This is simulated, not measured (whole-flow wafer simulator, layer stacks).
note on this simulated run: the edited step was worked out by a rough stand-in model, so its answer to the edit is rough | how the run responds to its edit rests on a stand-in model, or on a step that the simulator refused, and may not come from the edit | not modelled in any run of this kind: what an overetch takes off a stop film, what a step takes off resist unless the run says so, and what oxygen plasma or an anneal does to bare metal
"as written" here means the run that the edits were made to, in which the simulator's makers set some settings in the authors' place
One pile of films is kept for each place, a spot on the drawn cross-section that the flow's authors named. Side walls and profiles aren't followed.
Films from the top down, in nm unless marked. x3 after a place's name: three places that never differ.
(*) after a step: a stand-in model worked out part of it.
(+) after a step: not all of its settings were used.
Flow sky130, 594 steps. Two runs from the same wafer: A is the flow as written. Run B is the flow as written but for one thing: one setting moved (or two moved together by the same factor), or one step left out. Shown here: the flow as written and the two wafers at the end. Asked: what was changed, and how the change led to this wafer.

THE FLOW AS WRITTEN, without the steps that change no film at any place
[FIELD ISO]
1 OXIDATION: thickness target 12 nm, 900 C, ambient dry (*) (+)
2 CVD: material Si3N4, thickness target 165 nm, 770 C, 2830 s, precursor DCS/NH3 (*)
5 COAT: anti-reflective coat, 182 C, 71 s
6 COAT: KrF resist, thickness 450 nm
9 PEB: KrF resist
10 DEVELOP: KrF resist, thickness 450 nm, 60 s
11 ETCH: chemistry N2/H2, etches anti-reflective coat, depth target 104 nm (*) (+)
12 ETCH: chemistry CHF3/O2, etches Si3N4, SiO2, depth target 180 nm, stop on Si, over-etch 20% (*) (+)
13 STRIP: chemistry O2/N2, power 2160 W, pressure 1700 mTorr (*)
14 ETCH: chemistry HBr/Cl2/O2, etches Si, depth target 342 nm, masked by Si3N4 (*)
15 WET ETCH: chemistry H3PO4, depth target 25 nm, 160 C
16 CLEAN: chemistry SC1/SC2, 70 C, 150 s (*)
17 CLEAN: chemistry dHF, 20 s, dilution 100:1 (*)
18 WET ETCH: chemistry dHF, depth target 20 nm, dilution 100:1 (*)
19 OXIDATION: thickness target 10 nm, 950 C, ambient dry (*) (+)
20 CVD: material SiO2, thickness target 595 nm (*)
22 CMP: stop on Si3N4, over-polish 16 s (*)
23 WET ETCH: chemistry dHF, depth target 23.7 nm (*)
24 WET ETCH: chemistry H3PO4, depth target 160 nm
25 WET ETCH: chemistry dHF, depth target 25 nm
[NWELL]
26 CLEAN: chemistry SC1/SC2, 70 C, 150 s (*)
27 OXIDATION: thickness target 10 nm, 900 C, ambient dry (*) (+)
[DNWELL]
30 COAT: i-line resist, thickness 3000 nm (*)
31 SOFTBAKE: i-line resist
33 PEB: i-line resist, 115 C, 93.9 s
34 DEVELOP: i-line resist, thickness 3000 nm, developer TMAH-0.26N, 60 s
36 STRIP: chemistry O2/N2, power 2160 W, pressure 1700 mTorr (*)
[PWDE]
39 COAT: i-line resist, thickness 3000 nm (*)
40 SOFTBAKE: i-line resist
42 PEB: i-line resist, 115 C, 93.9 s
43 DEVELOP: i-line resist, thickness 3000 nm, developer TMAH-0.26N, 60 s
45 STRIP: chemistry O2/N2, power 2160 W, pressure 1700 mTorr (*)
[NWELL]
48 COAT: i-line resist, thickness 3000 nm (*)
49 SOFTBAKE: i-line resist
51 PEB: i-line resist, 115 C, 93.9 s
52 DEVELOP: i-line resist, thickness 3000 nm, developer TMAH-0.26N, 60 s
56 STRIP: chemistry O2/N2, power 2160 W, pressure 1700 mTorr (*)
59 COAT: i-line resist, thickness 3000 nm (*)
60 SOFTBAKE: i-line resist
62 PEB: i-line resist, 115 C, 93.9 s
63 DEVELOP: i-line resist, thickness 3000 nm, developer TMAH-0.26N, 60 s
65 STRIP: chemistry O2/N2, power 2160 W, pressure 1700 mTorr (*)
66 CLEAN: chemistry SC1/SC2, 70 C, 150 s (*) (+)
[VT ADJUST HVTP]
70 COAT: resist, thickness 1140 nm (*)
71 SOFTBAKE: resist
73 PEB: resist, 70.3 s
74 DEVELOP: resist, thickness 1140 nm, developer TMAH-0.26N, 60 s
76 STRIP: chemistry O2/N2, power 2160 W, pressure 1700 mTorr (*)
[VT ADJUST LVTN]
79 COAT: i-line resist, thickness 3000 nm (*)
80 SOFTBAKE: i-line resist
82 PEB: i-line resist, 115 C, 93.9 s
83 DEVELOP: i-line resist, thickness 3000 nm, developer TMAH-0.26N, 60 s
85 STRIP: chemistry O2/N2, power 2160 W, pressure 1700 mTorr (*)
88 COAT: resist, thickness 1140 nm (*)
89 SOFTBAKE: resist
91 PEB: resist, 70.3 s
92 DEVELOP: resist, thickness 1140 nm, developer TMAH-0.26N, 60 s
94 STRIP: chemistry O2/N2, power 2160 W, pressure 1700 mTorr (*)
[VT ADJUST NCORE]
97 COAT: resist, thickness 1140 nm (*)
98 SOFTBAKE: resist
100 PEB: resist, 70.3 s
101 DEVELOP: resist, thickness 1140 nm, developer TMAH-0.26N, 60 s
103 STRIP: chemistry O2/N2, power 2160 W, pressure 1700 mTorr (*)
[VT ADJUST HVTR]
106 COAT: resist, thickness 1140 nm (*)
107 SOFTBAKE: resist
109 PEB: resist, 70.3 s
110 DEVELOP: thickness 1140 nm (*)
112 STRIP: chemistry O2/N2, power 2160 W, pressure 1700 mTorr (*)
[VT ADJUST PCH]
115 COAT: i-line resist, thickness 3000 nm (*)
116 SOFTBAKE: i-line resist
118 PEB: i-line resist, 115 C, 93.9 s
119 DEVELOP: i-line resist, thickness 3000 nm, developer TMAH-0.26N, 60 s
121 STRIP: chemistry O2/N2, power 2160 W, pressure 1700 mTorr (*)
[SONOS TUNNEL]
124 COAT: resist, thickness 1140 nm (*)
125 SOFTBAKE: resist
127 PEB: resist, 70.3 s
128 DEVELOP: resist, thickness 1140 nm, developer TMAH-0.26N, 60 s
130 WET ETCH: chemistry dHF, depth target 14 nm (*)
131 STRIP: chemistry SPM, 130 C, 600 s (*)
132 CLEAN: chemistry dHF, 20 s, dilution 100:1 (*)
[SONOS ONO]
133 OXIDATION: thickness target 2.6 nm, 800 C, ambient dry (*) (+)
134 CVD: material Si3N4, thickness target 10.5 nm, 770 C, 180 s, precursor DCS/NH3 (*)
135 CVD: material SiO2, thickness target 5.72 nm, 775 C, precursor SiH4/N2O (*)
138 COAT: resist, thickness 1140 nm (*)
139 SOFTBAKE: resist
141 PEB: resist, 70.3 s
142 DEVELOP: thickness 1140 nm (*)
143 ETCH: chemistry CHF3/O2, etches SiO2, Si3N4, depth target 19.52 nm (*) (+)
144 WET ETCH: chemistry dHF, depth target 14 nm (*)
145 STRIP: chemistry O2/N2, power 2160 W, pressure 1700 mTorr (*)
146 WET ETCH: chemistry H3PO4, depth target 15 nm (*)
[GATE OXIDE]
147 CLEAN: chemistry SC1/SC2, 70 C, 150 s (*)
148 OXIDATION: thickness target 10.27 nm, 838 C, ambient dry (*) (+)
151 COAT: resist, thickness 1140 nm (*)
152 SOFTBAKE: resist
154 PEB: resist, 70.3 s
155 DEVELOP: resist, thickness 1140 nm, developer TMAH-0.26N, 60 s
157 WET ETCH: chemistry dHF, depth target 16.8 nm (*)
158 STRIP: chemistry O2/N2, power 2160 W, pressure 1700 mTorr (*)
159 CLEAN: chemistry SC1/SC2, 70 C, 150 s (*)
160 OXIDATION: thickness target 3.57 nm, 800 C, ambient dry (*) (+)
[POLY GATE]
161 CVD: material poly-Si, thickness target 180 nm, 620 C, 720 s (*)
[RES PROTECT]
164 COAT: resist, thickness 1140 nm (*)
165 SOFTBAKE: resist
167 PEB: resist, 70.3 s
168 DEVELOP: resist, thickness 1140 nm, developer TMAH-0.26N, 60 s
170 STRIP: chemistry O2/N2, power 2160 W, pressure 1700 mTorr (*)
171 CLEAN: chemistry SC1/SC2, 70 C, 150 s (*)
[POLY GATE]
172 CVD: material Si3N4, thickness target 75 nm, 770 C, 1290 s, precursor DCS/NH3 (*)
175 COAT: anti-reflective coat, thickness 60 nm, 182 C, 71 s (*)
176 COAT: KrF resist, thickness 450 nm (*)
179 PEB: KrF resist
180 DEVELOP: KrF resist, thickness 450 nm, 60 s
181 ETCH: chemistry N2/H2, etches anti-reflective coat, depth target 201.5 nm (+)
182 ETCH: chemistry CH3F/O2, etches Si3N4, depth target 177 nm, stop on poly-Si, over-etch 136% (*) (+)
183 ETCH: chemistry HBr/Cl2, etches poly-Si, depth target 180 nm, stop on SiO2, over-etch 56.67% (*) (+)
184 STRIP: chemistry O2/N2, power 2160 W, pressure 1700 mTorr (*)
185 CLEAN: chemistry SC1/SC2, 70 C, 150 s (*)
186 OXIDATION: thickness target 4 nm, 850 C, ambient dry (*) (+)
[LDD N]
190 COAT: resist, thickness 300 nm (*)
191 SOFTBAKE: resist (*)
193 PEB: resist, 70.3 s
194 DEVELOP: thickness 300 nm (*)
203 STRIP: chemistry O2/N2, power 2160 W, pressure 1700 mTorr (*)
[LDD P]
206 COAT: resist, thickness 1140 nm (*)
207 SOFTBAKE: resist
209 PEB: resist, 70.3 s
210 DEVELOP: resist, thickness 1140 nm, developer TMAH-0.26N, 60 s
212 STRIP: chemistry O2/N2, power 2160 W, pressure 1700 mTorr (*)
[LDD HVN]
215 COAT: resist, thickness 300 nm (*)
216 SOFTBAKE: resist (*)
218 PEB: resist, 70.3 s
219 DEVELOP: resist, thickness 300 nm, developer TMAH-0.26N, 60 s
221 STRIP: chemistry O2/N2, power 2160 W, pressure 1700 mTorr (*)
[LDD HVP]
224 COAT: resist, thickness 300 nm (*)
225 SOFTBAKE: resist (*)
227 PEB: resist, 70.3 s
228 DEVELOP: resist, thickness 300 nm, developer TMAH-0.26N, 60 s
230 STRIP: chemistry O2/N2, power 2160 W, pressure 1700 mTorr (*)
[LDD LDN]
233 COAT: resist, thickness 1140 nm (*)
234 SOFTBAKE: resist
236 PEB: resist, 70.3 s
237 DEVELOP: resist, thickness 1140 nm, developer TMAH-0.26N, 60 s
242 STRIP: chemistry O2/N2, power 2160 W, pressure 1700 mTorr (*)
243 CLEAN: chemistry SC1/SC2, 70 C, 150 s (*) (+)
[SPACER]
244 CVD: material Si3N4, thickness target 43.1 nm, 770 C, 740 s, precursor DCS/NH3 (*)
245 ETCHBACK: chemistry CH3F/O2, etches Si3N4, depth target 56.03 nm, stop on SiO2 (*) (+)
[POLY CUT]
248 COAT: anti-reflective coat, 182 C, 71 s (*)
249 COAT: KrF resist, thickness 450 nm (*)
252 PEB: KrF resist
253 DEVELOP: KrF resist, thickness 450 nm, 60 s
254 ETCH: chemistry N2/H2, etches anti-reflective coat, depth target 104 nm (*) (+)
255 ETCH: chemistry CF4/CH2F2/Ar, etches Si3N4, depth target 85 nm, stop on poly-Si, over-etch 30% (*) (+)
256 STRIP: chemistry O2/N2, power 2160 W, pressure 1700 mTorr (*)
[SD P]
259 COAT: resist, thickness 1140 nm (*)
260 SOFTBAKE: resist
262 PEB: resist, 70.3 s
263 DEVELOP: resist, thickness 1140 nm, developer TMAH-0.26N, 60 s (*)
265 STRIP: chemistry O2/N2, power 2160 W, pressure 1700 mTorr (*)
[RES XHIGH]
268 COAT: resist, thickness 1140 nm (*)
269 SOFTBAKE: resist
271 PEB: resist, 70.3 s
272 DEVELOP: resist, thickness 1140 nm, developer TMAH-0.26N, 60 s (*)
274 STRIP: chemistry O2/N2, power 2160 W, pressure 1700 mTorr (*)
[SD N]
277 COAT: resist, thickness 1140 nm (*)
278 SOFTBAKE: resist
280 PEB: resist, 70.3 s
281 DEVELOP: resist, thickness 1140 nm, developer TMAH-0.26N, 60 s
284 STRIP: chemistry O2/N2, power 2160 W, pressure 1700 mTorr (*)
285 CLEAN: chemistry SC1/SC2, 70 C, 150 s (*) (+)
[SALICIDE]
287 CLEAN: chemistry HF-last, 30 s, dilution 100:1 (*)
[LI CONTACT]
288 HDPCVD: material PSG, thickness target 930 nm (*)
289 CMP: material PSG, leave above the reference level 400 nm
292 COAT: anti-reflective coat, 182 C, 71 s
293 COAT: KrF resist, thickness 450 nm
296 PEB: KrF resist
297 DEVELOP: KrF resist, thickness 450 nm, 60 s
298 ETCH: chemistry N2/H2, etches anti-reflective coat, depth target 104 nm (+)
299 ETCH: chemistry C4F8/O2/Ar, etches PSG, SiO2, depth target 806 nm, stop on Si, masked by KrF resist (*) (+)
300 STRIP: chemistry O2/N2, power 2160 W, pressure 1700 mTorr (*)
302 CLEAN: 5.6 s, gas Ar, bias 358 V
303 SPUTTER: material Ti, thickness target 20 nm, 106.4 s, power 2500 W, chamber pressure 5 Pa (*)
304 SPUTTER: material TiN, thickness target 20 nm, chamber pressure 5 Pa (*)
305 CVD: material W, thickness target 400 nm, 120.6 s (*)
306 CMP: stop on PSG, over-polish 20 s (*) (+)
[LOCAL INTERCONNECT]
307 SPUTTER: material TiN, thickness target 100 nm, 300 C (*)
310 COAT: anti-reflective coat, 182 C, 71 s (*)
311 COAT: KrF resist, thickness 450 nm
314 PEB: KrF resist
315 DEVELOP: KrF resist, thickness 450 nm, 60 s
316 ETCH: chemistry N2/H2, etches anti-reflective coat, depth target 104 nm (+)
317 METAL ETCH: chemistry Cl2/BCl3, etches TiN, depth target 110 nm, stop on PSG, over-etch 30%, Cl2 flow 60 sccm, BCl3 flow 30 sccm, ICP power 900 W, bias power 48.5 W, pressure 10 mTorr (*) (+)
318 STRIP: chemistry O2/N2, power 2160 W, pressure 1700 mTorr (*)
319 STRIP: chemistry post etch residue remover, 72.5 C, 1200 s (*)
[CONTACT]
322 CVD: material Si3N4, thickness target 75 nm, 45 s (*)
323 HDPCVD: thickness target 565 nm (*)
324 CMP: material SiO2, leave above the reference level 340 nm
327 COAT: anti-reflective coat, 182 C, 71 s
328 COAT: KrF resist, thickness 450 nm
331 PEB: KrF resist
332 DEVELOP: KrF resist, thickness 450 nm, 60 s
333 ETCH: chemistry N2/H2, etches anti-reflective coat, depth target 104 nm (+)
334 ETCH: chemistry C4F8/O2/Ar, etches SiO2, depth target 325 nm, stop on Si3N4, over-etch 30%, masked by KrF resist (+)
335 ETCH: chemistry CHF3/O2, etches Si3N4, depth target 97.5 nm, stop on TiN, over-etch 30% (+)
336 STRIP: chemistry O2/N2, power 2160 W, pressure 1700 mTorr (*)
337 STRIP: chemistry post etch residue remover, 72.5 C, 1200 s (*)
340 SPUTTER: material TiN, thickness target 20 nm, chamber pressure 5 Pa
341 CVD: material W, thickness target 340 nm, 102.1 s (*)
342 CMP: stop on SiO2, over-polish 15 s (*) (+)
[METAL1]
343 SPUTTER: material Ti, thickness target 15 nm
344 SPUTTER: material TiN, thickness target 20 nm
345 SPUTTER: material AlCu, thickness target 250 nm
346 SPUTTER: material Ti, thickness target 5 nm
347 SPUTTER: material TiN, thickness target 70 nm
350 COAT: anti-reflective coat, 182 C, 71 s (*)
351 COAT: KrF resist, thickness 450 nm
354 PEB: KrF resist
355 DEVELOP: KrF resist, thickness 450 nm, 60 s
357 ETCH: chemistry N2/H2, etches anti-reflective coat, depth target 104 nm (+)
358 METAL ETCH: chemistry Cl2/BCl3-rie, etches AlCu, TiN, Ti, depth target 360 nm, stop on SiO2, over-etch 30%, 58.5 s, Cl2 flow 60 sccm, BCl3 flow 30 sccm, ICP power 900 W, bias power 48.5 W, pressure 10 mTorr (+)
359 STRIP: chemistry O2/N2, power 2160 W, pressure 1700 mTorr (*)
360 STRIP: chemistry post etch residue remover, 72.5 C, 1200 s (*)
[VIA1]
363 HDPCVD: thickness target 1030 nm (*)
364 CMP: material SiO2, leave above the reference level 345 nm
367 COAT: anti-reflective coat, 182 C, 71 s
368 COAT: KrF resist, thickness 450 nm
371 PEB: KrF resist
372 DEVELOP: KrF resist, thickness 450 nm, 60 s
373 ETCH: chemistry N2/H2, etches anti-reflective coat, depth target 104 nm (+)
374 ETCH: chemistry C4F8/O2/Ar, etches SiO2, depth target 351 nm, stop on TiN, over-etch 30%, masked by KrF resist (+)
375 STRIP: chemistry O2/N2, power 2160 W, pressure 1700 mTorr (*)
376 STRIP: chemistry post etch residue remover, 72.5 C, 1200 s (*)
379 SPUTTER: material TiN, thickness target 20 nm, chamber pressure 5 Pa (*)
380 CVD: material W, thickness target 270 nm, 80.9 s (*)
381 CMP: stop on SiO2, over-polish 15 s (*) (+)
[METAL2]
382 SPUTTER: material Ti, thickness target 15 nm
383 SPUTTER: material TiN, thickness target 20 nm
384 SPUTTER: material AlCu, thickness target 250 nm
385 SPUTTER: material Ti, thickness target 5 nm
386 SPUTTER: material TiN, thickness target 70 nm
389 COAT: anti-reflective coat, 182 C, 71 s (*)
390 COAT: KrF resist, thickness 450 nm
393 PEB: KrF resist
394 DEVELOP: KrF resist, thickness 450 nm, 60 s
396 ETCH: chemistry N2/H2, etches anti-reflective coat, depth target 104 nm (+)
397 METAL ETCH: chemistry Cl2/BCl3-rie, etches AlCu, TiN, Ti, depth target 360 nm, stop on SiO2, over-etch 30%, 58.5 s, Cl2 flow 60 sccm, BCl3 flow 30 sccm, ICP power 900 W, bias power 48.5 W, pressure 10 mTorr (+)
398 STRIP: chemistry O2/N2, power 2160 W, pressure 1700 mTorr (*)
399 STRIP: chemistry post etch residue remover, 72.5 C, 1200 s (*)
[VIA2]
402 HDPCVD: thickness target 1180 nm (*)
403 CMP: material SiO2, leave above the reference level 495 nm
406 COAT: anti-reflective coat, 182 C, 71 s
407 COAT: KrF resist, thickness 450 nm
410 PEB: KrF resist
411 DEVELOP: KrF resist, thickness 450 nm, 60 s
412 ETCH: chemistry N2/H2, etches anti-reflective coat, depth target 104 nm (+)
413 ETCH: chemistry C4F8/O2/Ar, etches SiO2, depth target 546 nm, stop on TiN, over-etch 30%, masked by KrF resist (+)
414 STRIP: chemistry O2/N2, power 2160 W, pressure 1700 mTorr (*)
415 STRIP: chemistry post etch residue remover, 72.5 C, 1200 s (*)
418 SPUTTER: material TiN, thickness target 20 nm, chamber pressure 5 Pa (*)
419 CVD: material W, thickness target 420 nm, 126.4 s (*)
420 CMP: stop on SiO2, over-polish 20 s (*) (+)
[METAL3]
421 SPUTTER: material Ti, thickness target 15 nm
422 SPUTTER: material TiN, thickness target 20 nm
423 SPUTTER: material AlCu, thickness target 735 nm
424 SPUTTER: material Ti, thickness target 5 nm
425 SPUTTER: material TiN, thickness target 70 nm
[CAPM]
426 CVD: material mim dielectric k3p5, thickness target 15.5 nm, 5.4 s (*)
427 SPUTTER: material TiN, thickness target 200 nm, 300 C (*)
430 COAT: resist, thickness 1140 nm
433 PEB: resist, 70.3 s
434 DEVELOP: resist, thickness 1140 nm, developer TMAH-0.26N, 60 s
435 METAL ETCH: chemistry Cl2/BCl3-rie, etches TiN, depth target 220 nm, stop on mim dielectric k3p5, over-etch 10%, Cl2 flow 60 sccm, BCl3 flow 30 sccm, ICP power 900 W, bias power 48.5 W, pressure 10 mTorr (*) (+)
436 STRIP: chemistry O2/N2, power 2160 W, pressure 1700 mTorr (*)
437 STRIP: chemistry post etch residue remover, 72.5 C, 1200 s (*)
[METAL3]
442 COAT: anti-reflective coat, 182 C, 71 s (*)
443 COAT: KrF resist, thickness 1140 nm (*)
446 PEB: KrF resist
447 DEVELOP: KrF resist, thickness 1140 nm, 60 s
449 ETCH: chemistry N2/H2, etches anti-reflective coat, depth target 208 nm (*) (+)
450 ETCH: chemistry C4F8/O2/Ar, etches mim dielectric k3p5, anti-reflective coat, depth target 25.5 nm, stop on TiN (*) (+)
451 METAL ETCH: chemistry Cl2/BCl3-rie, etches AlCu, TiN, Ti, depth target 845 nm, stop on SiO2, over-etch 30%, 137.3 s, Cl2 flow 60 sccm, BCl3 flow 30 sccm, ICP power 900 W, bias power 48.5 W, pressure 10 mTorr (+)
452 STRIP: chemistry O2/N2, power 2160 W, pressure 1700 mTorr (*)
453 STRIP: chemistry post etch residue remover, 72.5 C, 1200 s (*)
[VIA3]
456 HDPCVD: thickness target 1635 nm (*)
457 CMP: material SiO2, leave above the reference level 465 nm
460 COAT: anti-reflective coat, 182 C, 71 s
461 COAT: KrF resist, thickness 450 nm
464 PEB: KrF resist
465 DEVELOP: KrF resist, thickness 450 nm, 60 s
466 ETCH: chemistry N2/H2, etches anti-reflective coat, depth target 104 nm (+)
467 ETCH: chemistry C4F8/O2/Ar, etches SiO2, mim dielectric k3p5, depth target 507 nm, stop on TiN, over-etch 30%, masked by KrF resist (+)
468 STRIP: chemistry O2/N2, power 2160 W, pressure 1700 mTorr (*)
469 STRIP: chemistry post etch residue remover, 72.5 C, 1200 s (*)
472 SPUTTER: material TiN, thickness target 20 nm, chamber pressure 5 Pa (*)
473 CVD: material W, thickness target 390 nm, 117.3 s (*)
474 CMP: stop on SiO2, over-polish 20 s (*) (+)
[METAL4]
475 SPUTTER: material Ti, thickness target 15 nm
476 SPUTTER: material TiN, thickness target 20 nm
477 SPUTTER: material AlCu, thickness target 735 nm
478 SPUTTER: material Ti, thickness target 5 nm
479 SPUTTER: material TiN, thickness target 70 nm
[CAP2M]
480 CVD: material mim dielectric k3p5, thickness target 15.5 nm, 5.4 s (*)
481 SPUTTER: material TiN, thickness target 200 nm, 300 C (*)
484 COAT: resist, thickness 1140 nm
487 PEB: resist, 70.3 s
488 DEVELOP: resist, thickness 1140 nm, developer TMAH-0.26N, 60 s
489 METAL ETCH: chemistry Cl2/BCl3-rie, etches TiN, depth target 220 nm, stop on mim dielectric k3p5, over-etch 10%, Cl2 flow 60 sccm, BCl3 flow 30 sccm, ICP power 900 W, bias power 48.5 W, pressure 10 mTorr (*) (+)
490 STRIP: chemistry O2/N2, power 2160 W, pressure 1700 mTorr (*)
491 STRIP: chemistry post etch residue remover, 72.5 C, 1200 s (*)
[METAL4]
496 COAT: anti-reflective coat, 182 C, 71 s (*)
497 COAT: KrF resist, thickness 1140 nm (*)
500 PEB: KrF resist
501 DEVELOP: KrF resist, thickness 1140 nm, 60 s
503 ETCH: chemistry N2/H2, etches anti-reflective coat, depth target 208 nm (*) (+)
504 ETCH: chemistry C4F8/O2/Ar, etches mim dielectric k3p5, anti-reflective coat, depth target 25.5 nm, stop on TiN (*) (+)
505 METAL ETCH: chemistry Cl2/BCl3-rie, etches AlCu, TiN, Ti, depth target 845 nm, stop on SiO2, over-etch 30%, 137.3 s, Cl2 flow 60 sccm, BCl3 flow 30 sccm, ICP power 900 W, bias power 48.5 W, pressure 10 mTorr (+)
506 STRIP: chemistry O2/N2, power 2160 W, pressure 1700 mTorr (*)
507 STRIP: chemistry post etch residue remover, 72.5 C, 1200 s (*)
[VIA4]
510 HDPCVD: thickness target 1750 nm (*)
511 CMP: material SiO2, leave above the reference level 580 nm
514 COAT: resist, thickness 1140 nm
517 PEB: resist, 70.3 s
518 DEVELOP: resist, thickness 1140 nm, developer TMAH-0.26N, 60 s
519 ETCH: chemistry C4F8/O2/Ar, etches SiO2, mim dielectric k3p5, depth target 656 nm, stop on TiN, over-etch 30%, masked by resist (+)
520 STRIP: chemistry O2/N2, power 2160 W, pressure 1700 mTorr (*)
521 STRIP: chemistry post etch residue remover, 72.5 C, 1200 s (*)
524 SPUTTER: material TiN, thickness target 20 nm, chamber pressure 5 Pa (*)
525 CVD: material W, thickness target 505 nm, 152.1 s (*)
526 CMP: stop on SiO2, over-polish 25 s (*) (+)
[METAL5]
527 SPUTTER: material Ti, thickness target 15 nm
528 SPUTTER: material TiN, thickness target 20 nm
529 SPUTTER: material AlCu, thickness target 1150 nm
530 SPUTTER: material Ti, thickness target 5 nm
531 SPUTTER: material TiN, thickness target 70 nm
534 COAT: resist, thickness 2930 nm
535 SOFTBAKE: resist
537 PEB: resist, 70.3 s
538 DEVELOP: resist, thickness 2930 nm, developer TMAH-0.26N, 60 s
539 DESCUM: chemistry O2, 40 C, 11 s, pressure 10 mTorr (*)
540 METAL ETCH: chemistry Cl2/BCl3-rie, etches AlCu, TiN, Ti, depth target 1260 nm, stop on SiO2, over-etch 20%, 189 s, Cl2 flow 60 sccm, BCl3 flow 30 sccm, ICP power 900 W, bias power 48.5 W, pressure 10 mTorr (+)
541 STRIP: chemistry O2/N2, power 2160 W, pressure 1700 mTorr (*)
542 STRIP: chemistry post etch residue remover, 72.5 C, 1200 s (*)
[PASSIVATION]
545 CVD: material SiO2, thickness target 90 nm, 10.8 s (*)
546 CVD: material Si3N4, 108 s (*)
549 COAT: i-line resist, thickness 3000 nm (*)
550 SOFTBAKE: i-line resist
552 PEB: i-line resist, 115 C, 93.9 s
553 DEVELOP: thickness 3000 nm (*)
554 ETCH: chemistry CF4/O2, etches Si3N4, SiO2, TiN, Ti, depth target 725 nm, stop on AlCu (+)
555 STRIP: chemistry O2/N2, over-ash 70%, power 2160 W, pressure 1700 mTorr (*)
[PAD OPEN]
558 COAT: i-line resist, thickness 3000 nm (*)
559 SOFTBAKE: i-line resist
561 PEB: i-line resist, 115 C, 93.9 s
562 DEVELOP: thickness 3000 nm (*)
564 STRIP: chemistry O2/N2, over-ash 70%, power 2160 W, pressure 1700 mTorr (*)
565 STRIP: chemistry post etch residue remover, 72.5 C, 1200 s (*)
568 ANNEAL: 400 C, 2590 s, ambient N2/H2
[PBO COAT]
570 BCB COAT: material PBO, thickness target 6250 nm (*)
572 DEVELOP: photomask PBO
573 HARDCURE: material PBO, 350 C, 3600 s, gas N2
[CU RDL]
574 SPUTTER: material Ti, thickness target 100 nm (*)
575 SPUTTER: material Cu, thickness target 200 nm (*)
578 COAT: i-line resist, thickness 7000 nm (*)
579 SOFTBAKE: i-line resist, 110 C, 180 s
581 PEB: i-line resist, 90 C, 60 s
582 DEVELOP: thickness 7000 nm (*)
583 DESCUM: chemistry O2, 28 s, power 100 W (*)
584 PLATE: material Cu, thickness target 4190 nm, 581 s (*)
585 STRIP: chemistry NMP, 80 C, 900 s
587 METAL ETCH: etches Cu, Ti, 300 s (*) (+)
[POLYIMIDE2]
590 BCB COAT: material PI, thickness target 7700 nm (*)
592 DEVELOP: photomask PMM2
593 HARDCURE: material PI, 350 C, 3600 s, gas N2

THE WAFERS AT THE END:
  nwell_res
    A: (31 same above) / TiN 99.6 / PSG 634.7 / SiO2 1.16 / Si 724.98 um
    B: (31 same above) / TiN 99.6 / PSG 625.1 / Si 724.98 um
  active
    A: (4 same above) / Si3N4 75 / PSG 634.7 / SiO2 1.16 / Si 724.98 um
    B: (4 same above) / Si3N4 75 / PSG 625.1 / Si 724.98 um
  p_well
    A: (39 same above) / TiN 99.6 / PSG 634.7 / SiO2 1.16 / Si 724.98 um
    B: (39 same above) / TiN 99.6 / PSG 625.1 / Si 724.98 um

The cause: step 244, CVD: thickness target 32.3 nm was run, where the flow has thickness target 43.1 nm; step 244, CVD: 555 s was run, where the flow has 740 s.

How the change led to this, step by step:
  244 CVD: material Si3N4, thickness target 43.1 nm, 770 C, 740 s, precursor DCS/NH3 (*)
      field, active, p_well and 101 more: A Si3N4 +43.1 (new film) | B Si3N4 +32.3 (new film)
      n_well, gate, gate_hv and 74 more: A Si3N4 +43.1 | B Si3N4 +32.3
  245 ETCHBACK: chemistry CH3F/O2, etches Si3N4, depth target 56.03 nm, stop on SiO2 (*) (+)
      field, active, p_well and 101 more: A Si3N4 -43.1 (all of it), SiO2 -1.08 | B Si3N4 -32.3 (all of it), SiO2 -1.98
  248 COAT: anti-reflective coat, 182 C, 71 s (*)
      active: A anti-reflective coat +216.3 (new film) | B anti-reflective coat +207 (new film)
      gate_hv: A anti-reflective coat +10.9 (new film) | B anti-reflective coat +13.6 (new film)
      (and at 64 more places)
  249 COAT: KrF resist, thickness 450 nm (*)
      n_well: A KrF resist +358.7 (new film) | B KrF resist +366.6 (new film)
      pad: A KrF resist +349.1 (new film) | B KrF resist +357 (new film)
      (and at 9 more places)
  254 ETCH: chemistry N2/H2, etches anti-reflective coat, depth target 104 nm (*) (+)
      rxpo_ln: A anti-reflective coat -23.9 (all of it), Si3N4 -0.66 | B anti-reflective coat -20.9 (all of it), Si3N4 -0.72
  255 ETCH: chemistry CF4/CH2F2/Ar, etches Si3N4, depth target 85 nm, stop on poly-Si, over-etch 30% (*) (+)
      field, active, n_well and 180 more: A KrF resist -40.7 | B KrF resist -33.7
      rpo_wd, rxpo_wd: A Si3N4 -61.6 (all of it), chemical SiO2 -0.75 (all of it) | B Si3N4 -50.8 (all of it), chemical SiO2 -0.75 (all of it)
      (and at 5 more places)
  256 STRIP: chemistry O2/N2, power 2160 W, pressure 1700 mTorr (*)
      active: A KrF resist -323.4 (all of it), anti-reflective coat -216.3 (all of it) | B KrF resist -334.6 (all of it), anti-reflective coat -207 (all of it)
      n_well: A KrF resist -262 (all of it), anti-reflective coat -3 (all of it) | B KrF resist -276.4 (all of it), anti-reflective coat -3 (all of it)
      (and at 109 more places)
  260 SOFTBAKE: resist
      m1: A resist -11.2 | B resist -10.5
      pplus_nw: A resist +14.7 | B resist +14
      (and at 15 more places)
  269 SOFTBAKE: resist
      m1: A resist -11.2 | B resist -10.5
      pplus_nw: A resist +14.7 | B resist +14
      (and at 15 more places)
  278 SOFTBAKE: resist
      m1: A resist -11.2 | B resist -10.5
      pplus_nw: A resist +14.7 | B resist +14
      (and at 16 more places)
  287 CLEAN: chemistry HF-last, 30 s, dilution 100:1 (*)
      active, p_well, sd_n and 19 more: A SiO2 -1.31 | B SiO2 -1.57 (all of it)
  289 CMP: material PSG, leave above the reference level 400 nm
      mim, vpp_sp, vpp_ln and 30 more: A PSG -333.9 | B PSG -343.8
      active, p_well, sd_n and 19 more: A PSG -285.8 | B PSG -295.5
      (and at 58 more places)
  299 ETCH: chemistry C4F8/O2/Ar, etches PSG, SiO2, depth target 806 nm, stop on Si, masked by KrF resist (*) (+)
      contact, ndiff_licon, ndiff_licon_cpp: A PSG -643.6 (all of it), SiO2 -1.16 (all of it) | B PSG -633.9 (all of it)
      poly_licon, rpo_hd_licon: A PSG -411.7 (all of it) | B PSG -400.9 (all of it)
  306 CMP: stop on PSG, over-polish 20 s (*) (+)
      poly_licon: A W -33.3 | B W -44.1
